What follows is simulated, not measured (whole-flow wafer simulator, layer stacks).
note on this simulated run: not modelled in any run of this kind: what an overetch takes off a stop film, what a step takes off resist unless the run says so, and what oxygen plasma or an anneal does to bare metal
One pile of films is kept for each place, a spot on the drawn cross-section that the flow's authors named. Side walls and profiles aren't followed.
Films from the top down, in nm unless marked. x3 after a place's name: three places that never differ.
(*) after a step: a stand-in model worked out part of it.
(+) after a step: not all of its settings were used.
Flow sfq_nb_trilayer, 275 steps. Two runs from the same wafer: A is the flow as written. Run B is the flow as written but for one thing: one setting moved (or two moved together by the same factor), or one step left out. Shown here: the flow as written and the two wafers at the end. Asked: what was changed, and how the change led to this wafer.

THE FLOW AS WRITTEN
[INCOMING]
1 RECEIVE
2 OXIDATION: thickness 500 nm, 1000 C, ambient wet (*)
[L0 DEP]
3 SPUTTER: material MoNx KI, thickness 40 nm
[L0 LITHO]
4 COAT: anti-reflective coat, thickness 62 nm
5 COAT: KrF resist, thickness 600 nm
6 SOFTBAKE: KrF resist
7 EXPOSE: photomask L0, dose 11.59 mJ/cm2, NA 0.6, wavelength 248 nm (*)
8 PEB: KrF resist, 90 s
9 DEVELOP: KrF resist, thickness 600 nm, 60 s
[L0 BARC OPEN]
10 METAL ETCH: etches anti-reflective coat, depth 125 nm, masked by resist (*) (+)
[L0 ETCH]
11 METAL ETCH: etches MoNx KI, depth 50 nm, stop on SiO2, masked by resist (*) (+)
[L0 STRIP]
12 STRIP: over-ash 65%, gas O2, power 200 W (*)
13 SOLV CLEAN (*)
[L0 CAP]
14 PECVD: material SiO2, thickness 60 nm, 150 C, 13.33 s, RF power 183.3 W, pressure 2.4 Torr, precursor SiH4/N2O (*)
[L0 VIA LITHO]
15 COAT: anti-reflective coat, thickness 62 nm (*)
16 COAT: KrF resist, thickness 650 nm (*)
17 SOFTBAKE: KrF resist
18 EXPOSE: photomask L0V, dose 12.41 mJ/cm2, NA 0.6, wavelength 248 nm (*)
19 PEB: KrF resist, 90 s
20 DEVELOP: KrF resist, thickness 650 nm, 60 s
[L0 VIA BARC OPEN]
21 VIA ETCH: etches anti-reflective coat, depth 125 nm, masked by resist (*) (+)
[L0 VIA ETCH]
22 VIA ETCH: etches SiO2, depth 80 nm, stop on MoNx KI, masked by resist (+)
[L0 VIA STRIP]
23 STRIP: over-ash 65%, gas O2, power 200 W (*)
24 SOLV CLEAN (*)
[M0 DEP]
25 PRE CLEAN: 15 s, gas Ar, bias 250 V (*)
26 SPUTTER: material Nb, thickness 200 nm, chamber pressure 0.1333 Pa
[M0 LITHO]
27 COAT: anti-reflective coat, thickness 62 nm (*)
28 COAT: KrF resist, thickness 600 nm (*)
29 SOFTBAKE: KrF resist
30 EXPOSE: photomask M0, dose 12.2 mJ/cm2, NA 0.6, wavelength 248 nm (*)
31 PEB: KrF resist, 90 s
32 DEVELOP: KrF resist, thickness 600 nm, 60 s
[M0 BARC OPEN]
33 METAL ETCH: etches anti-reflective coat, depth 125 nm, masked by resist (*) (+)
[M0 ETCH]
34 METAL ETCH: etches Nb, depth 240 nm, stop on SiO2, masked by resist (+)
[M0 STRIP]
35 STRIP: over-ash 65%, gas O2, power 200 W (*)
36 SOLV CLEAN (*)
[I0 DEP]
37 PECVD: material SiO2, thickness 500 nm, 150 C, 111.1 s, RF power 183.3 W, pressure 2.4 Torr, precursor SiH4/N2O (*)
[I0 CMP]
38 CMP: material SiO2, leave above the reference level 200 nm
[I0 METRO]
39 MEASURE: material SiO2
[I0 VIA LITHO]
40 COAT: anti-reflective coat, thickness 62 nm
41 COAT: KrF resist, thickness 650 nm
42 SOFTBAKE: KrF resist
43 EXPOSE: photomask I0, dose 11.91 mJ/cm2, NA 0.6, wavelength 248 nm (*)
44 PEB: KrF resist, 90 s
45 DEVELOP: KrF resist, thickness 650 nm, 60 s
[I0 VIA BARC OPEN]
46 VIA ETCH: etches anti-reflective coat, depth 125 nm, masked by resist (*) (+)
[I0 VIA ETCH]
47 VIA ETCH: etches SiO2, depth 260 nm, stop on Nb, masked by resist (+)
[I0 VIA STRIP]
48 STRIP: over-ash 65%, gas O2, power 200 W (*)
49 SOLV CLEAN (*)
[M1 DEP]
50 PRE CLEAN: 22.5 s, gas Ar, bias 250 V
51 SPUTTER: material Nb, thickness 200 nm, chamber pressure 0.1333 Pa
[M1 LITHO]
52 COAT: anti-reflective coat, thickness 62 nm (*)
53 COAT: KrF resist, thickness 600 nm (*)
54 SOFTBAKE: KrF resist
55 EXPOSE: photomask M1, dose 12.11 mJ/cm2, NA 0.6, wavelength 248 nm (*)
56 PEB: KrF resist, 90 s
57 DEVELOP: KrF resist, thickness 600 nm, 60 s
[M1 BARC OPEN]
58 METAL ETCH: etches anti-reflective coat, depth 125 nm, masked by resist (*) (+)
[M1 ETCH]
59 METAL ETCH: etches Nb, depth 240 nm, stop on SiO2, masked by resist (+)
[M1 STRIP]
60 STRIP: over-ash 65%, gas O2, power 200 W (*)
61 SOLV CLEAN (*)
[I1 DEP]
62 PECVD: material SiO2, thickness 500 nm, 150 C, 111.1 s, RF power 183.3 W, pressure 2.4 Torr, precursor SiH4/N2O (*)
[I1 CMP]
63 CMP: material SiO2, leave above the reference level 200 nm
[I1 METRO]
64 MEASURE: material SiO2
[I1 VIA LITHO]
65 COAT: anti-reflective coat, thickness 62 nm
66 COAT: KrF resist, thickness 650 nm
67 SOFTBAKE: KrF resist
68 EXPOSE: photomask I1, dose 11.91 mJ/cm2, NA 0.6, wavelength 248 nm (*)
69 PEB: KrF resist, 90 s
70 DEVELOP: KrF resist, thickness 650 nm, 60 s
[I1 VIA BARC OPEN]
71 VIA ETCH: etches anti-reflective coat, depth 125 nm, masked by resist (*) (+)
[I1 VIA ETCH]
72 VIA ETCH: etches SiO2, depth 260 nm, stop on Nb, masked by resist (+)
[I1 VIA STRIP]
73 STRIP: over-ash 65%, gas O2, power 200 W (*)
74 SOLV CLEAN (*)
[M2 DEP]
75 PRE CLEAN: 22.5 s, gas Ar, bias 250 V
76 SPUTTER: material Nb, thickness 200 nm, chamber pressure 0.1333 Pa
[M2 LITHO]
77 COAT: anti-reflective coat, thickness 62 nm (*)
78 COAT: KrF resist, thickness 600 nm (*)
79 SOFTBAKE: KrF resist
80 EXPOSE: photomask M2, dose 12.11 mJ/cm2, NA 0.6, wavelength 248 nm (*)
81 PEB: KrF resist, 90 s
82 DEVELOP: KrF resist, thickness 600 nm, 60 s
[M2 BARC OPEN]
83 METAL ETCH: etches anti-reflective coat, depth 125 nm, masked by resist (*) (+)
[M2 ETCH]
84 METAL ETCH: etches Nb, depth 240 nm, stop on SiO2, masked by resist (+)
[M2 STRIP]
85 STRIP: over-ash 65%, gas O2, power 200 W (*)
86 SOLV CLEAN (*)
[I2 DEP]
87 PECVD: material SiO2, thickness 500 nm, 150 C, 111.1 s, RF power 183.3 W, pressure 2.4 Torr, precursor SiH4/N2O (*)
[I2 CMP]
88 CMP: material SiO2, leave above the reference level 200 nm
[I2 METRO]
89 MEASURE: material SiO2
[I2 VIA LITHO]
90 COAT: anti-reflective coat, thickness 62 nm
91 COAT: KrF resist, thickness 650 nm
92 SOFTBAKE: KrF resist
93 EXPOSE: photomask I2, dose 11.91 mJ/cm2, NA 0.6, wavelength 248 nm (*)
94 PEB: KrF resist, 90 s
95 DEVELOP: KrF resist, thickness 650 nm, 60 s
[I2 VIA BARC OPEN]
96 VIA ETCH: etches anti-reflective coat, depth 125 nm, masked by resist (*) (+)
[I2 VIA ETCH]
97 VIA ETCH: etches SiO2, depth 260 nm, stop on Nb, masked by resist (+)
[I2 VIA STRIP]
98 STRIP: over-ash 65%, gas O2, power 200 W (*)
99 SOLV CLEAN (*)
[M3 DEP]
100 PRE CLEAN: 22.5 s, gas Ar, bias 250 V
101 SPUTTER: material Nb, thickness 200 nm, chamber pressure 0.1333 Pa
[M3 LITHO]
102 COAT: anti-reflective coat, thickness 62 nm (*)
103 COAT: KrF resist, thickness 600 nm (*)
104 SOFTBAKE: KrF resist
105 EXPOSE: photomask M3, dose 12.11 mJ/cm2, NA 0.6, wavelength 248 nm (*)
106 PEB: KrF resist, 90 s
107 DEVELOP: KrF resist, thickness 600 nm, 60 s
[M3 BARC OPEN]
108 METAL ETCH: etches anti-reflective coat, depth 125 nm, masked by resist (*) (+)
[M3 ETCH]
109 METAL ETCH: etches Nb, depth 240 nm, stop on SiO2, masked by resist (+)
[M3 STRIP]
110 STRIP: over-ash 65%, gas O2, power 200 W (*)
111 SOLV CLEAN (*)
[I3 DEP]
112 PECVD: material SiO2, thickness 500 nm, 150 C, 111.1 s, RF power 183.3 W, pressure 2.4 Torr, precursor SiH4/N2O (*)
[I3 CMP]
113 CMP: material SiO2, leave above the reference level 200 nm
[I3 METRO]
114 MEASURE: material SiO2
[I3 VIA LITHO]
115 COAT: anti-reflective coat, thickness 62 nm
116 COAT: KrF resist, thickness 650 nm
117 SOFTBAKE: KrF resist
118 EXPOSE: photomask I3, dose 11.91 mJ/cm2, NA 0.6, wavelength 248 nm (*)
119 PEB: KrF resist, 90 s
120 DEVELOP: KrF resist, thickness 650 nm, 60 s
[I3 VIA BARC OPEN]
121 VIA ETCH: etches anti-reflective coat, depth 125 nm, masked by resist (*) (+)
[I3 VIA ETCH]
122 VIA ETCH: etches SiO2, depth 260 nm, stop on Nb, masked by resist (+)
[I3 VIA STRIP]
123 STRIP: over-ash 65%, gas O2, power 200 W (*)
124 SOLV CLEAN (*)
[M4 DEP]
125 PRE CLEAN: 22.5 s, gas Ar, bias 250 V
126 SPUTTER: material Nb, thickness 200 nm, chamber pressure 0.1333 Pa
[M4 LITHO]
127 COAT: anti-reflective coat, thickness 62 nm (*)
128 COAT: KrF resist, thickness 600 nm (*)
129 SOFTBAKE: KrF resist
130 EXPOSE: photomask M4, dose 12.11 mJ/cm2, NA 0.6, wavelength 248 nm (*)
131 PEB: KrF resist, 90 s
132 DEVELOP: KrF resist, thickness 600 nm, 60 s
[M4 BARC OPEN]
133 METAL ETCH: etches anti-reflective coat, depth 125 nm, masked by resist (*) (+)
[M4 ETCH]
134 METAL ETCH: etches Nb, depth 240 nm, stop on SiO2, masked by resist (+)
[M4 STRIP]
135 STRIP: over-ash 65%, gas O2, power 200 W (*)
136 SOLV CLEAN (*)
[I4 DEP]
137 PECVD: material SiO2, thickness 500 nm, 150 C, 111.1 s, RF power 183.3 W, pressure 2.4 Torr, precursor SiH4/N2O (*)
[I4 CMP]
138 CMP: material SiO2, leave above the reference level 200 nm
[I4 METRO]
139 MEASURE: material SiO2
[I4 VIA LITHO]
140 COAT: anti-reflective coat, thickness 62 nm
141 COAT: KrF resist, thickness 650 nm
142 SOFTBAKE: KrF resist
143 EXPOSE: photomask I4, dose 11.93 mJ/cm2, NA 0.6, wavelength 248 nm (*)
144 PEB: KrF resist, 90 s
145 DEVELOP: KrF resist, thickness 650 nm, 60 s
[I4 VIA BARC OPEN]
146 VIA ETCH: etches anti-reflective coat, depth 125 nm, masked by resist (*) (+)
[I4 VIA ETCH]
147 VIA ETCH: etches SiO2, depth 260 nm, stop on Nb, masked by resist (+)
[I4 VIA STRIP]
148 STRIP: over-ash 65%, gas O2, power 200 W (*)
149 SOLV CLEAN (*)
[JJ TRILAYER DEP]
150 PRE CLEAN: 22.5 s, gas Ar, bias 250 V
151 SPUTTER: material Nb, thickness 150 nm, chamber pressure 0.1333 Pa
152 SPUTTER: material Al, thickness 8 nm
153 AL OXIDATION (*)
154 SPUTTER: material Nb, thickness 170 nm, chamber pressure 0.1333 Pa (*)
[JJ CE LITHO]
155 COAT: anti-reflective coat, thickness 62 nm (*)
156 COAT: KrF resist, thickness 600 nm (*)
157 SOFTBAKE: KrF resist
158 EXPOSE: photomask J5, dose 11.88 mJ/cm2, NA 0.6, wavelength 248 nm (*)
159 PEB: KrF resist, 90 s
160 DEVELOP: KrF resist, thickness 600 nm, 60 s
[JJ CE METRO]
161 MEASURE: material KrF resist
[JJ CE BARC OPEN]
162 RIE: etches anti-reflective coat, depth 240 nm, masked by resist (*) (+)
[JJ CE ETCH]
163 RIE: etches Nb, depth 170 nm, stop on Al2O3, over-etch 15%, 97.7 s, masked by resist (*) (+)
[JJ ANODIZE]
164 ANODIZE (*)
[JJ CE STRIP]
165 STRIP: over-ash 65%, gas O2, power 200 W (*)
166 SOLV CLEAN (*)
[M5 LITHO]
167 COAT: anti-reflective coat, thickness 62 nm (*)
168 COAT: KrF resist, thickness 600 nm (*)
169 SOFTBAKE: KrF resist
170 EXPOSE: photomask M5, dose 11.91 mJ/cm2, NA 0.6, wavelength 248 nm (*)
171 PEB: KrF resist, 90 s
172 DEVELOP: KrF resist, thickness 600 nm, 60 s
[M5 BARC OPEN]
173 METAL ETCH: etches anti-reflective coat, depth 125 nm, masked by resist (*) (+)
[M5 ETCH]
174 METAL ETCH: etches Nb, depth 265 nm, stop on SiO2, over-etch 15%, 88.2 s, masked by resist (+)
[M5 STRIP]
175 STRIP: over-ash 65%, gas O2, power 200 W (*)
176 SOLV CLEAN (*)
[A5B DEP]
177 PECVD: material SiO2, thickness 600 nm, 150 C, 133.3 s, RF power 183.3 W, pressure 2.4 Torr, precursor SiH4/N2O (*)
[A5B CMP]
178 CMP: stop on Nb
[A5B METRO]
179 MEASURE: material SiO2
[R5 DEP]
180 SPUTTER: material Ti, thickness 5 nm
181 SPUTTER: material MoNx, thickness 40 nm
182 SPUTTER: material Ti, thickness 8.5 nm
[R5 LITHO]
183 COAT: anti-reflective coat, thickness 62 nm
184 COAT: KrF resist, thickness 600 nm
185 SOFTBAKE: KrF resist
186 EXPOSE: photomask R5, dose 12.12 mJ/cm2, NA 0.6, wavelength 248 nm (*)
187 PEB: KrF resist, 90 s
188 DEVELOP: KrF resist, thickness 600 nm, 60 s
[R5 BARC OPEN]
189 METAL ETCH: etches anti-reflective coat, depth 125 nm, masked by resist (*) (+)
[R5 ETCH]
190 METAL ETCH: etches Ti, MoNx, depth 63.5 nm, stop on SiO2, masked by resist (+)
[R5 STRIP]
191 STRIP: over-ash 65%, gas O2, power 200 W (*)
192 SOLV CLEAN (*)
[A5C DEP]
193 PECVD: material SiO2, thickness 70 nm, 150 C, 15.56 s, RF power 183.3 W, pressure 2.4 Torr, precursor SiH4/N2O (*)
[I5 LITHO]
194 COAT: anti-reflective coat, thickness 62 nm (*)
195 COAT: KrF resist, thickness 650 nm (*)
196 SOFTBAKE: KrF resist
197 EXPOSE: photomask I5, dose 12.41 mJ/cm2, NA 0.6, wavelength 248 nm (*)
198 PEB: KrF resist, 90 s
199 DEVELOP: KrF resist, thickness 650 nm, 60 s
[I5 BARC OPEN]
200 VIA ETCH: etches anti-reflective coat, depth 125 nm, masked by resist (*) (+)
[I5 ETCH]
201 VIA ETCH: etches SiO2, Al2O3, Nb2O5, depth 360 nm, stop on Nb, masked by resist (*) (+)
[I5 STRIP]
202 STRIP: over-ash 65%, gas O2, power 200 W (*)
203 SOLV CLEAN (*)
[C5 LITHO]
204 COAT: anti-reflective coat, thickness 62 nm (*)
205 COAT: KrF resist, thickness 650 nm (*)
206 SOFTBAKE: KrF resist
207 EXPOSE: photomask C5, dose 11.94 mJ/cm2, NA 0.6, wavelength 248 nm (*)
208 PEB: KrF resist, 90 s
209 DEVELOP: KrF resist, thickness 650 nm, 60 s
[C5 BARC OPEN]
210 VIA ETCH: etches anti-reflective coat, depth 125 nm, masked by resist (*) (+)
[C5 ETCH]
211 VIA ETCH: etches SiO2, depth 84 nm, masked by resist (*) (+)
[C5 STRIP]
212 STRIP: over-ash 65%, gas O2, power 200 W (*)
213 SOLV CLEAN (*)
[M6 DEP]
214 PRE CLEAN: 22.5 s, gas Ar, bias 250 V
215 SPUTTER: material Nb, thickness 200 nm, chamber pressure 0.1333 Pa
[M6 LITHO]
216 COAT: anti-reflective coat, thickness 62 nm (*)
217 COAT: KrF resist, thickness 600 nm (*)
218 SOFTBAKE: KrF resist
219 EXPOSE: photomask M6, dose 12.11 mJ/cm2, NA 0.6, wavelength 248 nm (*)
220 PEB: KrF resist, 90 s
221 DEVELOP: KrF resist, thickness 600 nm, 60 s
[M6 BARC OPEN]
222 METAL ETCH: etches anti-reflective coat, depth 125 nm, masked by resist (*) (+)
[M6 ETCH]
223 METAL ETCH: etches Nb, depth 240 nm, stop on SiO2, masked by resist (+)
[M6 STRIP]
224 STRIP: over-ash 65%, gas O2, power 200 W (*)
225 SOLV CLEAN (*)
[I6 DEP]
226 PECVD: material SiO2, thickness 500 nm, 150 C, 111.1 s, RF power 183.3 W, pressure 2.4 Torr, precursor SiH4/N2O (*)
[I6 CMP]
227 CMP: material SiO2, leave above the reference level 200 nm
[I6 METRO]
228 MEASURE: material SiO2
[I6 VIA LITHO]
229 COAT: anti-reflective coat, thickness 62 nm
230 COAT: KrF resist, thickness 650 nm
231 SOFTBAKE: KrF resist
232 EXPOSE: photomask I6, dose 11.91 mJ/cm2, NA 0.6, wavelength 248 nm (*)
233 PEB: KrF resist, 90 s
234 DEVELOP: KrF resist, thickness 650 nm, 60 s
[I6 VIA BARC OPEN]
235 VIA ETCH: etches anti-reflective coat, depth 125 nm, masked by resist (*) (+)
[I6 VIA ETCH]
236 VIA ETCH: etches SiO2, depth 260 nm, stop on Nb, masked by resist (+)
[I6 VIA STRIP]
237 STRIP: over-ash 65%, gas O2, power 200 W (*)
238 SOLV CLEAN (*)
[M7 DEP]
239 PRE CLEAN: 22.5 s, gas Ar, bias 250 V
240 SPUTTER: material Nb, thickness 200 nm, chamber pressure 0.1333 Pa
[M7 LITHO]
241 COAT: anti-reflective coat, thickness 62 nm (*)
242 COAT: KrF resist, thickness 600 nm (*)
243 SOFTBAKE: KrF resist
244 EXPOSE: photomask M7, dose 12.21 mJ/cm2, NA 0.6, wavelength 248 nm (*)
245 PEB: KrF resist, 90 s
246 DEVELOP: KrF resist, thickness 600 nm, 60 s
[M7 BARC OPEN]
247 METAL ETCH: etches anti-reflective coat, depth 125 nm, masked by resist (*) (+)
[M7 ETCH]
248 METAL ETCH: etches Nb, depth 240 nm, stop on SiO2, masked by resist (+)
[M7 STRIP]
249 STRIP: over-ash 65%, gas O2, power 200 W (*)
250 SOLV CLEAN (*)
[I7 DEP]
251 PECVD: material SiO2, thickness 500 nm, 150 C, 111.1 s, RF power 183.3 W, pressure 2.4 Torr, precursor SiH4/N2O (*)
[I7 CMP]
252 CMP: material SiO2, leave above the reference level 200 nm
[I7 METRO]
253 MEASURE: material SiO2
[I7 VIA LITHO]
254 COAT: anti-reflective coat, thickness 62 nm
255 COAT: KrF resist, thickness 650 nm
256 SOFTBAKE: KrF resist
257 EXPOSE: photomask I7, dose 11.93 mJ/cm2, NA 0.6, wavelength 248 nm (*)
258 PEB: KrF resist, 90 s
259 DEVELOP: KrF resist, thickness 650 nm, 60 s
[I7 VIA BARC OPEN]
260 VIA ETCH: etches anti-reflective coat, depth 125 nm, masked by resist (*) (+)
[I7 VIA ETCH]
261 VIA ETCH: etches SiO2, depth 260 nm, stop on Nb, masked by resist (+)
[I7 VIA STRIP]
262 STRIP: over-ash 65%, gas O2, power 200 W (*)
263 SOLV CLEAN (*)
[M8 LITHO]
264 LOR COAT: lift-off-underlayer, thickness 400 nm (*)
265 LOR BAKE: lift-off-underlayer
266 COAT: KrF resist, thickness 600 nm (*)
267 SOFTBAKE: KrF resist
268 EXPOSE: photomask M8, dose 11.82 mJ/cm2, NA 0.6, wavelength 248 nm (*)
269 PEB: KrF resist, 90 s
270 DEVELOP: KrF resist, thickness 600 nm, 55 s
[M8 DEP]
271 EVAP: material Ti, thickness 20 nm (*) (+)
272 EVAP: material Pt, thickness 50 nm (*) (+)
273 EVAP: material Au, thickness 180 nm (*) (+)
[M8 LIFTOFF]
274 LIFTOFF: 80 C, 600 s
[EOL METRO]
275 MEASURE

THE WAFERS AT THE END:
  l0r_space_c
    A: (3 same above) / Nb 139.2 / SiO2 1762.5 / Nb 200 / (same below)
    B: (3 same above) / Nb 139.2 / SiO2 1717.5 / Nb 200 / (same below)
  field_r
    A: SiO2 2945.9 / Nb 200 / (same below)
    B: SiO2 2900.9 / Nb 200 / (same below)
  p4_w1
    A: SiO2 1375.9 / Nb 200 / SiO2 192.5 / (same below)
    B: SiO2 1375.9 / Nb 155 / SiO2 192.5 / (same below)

The cause: step 126, SPUTTER: thickness 155 nm was run, where the flow has thickness 200 nm.
It can be read off the wafer: p4_w1 has Nb 155, and step 126 as written asks for 200 nm.

How the change led to this, step by step:
  126 SPUTTER: material Nb, thickness 200 nm, chamber pressure 0.1333 Pa
      field_l, v_sur, via_wl and 102 more: A Nb +200 (new film) | B Nb +155 (new film)
      via_v: A Nb +165.5 | B Nb +128
  134 METAL ETCH: etches Nb, depth 240 nm, stop on SiO2, masked by resist (+)
      field_l, be, be_sur and 64 more: A Nb -200 (all of it) | B Nb -155 (all of it)
      v_sur, via_wl, via_w and 36 more: A KrF resist -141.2 | B KrF resist -136.8
  137 PECVD: material SiO2, thickness 500 nm, 150 C, 111.1 s, RF power 183.3 W, pressure 2.4 Torr, precursor SiH4/N2O (*)
      p3_s0, p3_s1, p3_s2, p3_s3, p3_s4, p3_s5: A SiO2 +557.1 | B SiO2 +512.1
      via_v: A SiO2 +615 (new film) | B SiO2 +602.5 (new film)
  138 CMP: material SiO2, leave above the reference level 200 nm
      field_l, be, be_sur and 55 more: A SiO2 -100 | B SiO2 -145
      lsp_r, l0_sur, l0v: A SiO2 -91.9 | B SiO2 -138.7
      (and at 1 more place)
